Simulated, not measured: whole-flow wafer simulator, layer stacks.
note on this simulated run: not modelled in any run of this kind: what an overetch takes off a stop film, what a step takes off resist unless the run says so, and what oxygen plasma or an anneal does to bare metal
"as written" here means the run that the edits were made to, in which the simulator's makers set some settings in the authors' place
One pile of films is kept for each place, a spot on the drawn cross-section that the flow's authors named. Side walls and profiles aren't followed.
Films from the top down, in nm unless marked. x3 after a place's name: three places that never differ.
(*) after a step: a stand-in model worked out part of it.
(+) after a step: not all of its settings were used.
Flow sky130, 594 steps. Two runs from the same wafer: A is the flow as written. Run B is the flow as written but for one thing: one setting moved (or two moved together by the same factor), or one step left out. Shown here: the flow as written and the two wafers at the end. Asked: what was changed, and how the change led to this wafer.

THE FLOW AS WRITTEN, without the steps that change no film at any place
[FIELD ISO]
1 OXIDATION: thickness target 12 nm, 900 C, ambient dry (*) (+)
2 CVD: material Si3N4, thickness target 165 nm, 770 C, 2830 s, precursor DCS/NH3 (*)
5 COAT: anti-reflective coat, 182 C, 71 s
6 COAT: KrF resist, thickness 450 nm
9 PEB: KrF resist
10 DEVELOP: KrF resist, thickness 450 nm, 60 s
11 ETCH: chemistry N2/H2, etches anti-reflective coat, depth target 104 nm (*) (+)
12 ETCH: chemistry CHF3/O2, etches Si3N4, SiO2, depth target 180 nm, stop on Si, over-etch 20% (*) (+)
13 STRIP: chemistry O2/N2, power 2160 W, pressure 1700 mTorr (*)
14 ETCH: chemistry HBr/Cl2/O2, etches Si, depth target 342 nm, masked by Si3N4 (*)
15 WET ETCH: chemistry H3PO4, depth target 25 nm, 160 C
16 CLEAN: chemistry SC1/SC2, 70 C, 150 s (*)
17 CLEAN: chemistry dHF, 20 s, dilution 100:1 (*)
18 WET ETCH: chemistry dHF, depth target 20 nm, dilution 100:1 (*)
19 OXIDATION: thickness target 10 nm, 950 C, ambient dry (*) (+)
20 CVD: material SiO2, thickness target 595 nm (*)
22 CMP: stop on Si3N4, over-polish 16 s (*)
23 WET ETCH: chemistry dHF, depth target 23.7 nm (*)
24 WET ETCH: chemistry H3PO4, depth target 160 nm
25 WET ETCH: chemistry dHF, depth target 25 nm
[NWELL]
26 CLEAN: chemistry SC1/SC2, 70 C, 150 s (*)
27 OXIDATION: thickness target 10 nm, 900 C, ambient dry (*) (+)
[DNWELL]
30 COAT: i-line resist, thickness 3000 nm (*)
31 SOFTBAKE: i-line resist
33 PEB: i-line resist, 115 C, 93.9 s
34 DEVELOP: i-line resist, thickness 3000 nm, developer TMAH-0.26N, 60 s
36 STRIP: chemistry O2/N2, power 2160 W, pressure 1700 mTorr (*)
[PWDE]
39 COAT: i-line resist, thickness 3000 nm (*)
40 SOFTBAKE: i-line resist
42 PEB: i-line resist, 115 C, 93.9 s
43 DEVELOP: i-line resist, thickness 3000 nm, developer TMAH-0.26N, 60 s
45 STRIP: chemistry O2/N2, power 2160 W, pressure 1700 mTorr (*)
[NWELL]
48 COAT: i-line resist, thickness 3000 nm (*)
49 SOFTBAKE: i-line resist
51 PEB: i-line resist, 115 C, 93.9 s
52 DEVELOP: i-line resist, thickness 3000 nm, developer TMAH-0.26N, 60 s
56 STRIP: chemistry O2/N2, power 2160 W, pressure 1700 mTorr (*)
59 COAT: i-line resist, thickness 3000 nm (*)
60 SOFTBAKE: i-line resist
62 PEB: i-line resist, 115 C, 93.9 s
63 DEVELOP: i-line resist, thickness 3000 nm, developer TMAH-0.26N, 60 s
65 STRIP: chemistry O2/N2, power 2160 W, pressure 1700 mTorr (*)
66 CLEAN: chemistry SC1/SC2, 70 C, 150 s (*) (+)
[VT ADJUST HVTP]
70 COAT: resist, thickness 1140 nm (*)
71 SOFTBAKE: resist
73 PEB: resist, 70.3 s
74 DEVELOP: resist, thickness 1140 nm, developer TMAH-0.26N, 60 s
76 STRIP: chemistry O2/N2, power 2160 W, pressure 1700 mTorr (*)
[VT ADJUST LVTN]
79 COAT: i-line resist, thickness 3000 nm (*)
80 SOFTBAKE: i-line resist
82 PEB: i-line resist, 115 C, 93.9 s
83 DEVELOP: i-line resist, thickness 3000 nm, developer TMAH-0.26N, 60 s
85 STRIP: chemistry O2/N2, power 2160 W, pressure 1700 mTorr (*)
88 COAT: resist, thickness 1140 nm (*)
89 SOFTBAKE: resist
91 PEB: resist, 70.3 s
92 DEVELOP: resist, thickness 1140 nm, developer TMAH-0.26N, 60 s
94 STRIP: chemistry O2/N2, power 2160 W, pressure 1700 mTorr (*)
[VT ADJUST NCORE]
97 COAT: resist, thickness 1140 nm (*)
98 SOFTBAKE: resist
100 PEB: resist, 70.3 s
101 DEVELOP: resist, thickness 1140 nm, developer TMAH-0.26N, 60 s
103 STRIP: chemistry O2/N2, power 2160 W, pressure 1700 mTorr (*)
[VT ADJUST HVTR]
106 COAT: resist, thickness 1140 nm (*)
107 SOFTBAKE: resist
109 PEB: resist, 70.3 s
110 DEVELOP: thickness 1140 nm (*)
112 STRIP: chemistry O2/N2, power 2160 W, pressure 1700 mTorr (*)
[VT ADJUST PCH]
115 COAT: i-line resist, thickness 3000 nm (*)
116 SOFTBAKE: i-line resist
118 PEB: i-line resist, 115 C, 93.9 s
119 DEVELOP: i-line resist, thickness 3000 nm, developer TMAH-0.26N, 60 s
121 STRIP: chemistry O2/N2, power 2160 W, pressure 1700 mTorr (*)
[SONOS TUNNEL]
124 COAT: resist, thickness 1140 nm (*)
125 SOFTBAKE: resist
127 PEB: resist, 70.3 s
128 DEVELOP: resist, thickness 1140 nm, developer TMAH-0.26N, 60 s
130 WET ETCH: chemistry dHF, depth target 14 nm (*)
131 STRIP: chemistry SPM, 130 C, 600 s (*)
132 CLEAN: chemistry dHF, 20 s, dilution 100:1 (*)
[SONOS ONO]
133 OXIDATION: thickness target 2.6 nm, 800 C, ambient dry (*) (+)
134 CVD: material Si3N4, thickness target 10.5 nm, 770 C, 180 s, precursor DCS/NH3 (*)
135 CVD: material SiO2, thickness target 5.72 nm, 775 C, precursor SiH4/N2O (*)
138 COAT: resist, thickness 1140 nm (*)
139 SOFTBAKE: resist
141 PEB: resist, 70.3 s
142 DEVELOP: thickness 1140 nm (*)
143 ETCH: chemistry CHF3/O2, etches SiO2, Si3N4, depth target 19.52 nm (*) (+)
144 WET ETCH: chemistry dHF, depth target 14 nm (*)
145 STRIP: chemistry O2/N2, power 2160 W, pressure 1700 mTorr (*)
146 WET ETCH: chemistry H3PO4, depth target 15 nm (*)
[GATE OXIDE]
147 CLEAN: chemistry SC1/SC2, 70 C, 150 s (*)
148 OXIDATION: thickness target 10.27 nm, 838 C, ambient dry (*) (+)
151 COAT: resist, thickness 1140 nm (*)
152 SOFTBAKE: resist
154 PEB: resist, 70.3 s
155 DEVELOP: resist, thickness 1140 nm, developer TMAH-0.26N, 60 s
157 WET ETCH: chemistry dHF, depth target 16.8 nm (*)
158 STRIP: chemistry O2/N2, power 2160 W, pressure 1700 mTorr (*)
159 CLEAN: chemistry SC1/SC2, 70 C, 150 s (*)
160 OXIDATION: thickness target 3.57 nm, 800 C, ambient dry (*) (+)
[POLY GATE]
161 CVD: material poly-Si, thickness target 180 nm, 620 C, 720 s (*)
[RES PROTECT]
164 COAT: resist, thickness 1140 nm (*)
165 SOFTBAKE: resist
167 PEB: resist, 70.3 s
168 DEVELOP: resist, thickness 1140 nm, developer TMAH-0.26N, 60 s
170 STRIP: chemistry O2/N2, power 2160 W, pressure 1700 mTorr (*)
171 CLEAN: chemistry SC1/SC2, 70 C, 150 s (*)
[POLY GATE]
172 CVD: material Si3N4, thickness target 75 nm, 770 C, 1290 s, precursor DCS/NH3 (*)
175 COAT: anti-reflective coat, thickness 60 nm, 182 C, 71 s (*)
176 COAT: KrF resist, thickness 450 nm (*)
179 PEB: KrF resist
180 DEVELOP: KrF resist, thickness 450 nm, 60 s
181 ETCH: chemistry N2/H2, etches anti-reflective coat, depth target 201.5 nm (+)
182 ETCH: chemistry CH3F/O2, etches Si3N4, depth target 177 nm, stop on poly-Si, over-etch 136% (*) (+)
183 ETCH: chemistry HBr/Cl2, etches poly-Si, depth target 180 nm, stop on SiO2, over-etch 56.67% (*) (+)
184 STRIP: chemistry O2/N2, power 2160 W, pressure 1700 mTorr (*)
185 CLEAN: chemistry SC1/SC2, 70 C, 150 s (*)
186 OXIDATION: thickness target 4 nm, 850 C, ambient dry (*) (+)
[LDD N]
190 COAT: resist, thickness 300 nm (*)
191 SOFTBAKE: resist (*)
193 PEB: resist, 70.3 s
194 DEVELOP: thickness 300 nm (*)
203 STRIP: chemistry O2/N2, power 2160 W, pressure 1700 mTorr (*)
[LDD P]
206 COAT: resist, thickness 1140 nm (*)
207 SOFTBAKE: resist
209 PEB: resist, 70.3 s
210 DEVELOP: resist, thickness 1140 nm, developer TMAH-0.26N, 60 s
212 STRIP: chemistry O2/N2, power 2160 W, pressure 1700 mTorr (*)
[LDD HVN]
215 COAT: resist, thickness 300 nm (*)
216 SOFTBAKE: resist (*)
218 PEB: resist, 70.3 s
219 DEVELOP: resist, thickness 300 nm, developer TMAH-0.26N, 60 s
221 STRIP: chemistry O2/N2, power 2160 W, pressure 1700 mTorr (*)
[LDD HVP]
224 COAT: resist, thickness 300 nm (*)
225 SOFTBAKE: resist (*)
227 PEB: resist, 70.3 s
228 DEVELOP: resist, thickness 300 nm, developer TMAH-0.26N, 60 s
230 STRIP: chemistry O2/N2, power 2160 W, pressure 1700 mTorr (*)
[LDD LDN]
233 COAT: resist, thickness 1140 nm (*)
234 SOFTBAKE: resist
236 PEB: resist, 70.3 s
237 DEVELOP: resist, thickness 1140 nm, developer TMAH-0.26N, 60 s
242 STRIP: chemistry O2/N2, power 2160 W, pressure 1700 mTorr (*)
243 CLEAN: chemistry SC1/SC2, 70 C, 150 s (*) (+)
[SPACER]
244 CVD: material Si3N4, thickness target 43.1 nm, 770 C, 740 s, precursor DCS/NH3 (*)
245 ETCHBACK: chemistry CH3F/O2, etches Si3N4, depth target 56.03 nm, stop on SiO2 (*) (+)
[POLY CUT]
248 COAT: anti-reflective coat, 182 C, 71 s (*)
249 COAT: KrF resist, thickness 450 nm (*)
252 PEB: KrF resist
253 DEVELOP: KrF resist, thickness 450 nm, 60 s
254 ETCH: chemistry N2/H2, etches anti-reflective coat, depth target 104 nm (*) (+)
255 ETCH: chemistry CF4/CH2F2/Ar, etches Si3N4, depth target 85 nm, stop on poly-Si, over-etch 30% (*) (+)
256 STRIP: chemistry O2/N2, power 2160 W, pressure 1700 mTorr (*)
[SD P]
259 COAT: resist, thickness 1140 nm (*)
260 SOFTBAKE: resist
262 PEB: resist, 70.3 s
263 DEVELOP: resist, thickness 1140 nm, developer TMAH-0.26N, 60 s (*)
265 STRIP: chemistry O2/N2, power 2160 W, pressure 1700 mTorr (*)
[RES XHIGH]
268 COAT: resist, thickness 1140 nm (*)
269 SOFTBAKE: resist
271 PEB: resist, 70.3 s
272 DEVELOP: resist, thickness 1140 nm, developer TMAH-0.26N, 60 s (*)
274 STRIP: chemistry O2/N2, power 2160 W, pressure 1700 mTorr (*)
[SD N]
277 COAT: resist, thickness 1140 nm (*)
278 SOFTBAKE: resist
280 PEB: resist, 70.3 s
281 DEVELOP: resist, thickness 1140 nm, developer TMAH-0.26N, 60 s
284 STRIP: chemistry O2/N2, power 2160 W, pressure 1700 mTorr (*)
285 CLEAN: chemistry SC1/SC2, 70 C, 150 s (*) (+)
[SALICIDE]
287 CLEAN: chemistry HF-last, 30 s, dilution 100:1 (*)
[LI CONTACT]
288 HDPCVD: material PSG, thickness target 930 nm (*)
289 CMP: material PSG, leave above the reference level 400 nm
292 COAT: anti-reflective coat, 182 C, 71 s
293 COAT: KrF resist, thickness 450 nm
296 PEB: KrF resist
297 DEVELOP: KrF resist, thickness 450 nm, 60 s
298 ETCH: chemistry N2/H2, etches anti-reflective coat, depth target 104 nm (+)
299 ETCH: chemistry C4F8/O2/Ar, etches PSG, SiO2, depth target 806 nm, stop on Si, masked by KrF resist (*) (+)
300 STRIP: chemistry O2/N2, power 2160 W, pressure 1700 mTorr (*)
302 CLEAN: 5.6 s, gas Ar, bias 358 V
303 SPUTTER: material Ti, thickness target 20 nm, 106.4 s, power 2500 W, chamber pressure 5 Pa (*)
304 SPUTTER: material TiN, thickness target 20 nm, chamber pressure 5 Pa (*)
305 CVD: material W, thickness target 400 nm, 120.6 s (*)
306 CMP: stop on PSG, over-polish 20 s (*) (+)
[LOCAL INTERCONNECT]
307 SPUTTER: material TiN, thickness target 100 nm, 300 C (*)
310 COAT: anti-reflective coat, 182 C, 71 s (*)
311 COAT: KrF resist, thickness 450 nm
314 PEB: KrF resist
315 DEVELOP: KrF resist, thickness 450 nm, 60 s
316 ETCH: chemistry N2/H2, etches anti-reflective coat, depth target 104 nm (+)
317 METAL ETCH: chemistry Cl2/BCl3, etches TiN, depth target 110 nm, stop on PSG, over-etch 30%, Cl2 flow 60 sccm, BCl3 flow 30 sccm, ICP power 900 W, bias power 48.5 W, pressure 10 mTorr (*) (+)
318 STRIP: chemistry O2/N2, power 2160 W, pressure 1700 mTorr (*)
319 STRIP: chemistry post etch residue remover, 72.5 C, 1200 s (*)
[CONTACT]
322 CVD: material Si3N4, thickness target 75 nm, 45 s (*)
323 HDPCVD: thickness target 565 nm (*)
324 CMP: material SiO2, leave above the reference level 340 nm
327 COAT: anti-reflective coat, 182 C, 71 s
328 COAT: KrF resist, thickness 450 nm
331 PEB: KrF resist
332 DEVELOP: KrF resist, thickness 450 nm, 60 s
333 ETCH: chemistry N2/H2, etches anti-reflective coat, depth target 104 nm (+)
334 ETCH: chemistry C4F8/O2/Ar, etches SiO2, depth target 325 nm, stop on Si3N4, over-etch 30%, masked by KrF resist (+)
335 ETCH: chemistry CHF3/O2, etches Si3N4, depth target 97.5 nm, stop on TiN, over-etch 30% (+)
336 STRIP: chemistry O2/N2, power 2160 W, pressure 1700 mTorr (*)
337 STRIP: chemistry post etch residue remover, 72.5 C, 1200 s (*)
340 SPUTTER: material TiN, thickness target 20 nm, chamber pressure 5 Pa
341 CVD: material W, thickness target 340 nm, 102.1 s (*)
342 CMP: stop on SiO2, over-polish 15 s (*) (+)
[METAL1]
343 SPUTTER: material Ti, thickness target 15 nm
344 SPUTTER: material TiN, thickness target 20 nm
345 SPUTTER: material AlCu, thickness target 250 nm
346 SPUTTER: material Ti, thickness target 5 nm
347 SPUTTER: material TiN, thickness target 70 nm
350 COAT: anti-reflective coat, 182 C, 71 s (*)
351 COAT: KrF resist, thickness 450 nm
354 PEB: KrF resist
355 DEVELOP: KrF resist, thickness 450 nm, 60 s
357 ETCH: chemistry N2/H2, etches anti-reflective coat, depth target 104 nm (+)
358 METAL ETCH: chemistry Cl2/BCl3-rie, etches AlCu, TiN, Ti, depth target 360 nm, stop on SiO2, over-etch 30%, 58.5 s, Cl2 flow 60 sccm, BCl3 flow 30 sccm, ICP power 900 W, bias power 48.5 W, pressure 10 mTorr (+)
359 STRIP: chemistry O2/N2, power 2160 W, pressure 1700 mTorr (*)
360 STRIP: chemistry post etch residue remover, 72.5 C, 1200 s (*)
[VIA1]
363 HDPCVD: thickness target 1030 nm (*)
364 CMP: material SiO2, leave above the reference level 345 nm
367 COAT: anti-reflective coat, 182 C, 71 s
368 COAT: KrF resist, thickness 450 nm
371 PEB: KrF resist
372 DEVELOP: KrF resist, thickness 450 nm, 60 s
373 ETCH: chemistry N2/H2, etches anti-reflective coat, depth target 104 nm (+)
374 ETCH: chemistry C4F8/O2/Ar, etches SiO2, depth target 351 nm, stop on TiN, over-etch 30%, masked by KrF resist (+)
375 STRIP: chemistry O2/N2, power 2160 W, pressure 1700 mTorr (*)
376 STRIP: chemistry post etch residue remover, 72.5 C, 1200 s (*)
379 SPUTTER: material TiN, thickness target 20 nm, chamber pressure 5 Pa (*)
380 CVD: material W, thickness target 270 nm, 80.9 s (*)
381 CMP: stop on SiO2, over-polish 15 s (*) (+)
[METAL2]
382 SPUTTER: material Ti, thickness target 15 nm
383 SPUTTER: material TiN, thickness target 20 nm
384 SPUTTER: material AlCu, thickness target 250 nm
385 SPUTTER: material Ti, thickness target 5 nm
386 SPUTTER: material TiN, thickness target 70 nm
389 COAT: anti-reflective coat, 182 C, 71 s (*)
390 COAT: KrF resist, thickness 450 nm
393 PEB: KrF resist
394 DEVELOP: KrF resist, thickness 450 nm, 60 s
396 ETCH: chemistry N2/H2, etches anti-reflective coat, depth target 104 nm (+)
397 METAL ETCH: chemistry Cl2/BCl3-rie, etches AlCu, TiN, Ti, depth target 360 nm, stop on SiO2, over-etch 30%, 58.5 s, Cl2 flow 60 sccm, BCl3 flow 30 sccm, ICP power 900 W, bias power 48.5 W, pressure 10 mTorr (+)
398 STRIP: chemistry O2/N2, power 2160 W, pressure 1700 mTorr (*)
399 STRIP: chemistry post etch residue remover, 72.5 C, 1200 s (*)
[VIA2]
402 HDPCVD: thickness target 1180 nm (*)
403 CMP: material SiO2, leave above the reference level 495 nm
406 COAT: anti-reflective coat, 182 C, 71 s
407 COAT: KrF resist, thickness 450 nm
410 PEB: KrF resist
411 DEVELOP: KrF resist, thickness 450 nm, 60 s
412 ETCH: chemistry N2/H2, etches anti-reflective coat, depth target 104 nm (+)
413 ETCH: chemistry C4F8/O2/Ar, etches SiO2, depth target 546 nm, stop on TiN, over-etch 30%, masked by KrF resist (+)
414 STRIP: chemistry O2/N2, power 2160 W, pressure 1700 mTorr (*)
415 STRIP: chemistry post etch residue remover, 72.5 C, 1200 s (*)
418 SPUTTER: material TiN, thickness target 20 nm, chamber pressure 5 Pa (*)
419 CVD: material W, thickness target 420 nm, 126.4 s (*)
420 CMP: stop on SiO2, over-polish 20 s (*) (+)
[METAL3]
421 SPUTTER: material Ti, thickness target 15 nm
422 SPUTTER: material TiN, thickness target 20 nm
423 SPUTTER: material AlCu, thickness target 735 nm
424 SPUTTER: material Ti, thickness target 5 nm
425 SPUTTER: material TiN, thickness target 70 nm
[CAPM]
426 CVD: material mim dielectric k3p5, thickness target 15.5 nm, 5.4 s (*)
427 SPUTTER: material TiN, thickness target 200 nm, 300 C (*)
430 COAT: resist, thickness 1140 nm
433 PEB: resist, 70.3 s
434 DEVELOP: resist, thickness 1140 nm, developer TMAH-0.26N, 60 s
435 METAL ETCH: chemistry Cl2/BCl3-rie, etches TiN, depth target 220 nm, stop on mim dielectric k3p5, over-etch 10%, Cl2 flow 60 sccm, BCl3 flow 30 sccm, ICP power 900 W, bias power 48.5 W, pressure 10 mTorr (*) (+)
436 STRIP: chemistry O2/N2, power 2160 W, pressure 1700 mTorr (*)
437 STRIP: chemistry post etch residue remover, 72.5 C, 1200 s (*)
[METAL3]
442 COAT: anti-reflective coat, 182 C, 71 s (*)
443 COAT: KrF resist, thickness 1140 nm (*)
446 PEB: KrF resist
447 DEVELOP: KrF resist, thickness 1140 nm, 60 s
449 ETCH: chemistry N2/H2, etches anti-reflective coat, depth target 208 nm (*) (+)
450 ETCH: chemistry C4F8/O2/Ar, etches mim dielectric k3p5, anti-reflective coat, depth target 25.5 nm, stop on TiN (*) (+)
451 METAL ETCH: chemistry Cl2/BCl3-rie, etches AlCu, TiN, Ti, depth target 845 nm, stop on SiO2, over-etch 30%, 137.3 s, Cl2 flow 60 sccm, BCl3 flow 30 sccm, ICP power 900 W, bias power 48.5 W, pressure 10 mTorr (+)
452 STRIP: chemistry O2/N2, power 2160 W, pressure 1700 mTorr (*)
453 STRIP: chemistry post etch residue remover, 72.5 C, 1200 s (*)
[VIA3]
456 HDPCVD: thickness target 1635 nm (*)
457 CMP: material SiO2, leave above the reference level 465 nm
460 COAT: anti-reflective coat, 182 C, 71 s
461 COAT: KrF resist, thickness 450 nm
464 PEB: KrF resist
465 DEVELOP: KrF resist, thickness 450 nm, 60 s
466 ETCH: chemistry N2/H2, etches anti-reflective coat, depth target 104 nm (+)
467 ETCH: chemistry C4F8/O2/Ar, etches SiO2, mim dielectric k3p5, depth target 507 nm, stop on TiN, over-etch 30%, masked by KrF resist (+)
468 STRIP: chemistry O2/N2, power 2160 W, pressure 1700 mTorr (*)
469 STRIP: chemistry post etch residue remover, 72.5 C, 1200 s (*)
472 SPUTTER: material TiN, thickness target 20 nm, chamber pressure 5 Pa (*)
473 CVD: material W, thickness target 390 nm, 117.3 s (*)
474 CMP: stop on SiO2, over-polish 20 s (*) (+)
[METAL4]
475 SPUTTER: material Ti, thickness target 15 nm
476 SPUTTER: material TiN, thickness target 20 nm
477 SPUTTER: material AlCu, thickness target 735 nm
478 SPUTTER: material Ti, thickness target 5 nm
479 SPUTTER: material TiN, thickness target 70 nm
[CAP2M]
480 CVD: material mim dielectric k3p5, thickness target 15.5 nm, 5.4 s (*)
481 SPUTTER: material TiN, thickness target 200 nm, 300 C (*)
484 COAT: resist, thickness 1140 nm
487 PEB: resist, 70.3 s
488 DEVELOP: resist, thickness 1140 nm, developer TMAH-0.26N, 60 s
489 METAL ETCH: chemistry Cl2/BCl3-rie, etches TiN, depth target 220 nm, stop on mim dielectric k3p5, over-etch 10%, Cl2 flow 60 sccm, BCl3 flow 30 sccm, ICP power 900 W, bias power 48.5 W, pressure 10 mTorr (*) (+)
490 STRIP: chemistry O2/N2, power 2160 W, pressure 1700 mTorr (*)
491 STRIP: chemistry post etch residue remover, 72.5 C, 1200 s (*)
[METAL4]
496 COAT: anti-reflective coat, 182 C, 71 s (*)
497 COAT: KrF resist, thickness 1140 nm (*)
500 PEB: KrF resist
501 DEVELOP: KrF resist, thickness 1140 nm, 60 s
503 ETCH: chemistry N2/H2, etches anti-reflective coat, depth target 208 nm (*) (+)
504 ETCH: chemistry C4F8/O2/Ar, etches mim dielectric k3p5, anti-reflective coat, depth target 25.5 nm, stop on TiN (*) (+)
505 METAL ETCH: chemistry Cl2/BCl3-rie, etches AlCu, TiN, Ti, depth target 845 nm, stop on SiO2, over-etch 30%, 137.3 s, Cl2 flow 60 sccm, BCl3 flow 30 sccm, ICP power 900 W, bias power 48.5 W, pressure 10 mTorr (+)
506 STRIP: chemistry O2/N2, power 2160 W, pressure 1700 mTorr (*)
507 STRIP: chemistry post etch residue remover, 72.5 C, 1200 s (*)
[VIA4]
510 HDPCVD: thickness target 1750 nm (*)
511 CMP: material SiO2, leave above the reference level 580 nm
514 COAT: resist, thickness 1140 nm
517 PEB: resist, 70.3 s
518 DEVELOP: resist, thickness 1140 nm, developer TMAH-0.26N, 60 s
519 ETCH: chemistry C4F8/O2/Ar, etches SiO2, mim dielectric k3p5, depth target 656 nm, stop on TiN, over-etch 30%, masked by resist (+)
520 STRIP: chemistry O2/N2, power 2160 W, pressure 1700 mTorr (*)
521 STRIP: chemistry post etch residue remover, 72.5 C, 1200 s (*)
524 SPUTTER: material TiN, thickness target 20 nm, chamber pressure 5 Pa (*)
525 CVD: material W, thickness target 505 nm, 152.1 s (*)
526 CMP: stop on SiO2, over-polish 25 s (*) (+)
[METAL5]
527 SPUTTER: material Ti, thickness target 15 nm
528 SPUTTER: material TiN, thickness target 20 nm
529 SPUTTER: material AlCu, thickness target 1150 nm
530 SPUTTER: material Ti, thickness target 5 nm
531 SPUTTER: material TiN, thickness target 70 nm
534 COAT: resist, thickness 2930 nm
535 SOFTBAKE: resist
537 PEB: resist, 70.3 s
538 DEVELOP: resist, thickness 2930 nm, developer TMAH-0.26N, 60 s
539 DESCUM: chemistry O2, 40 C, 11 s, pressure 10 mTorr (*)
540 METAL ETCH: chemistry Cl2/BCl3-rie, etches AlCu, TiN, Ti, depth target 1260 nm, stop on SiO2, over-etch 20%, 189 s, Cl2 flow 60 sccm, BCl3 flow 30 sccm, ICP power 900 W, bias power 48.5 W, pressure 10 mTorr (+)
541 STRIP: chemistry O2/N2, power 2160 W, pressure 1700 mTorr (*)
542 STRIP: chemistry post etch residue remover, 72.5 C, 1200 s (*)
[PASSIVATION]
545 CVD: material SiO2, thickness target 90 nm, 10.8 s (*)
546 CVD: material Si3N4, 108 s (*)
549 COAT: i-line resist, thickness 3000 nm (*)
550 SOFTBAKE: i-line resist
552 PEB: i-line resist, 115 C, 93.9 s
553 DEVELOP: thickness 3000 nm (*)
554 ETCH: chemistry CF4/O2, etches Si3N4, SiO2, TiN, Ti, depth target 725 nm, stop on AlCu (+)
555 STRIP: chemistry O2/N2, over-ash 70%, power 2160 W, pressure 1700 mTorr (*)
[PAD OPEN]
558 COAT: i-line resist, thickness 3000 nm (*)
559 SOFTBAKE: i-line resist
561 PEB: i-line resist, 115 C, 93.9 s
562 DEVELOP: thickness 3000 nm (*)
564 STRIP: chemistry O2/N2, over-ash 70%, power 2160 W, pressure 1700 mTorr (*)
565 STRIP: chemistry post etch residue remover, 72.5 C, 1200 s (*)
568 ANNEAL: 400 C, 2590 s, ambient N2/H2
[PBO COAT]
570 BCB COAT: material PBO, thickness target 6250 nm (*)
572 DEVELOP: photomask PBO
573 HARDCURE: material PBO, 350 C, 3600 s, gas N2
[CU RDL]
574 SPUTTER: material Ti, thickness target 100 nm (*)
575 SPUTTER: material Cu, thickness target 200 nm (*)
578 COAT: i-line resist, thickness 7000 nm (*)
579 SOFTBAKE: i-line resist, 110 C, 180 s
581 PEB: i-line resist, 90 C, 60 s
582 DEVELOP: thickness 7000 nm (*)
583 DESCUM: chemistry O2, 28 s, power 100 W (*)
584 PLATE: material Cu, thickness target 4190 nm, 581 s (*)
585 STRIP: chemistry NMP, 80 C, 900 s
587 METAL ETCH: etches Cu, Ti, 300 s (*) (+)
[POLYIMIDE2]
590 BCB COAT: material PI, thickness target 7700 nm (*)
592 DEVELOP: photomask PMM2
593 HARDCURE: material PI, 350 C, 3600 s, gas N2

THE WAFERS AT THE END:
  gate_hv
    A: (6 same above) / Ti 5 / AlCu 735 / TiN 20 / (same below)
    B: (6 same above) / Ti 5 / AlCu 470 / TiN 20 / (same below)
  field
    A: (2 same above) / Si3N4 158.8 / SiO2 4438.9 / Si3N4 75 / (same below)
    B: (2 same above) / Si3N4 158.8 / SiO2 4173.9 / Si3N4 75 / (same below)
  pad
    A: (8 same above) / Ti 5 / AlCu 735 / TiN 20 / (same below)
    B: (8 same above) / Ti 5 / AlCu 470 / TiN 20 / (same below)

The cause: step 477, SPUTTER: thickness target 470 nm was run, where the flow has thickness target 735 nm.
It can be read off the wafer: gate_hv has AlCu 470, and step 477 as written asks for 735 nm.

How the change led to this, step by step:
  477 SPUTTER: material AlCu, thickness target 735 nm
      field, active, n_well and 189 more: A AlCu +735 (new film) | B AlCu +470 (new film)
  505 METAL ETCH: chemistry Cl2/BCl3-rie, etches AlCu, TiN, Ti, depth target 845 nm, stop on SiO2, over-etch 30%, 137.3 s, Cl2 flow 60 sccm, BCl3 flow 30 sccm, ICP power 900 W, bias power 48.5 W, pressure 10 mTorr (+)
      field, gate, spacer and 68 more: A TiN -70 (all of it), Ti -5 (all of it), AlCu -735 (all of it), TiN -20 (all of it), Ti -15 (all of it), SiO2 -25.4 | B TiN -70 (all of it), Ti -5 (all of it), AlCu -470 (all of it), TiN -20 (all of it), Ti -15 (all of it), SiO2 -51.9
      active, vpp_iso1, m1_ln and 13 more: A TiN -70 (all of it), Ti -5 (all of it), AlCu -735 (all of it), TiN -20 (all of it), Ti -15 (all of it), SiO2 -25.3 | B TiN -70 (all of it), Ti -5 (all of it), AlCu -470 (all of it), TiN -20 (all of it), Ti -15 (all of it), SiO2 -51.8
      (and at 1 more place)
  511 CMP: material SiO2, leave above the reference level 580 nm
      field, active, gate and 77 more: A SiO2 -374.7 | B SiO2 -613.2
      iso_guard__w1, mim_edge_gap, vpp_m3ln, rpm_encl, via2_enc, rpm_encl_psd, iso_guard_nsd_tip: A SiO2 -374.6 | B SiO2 -613.1
      (and at 1 more place)
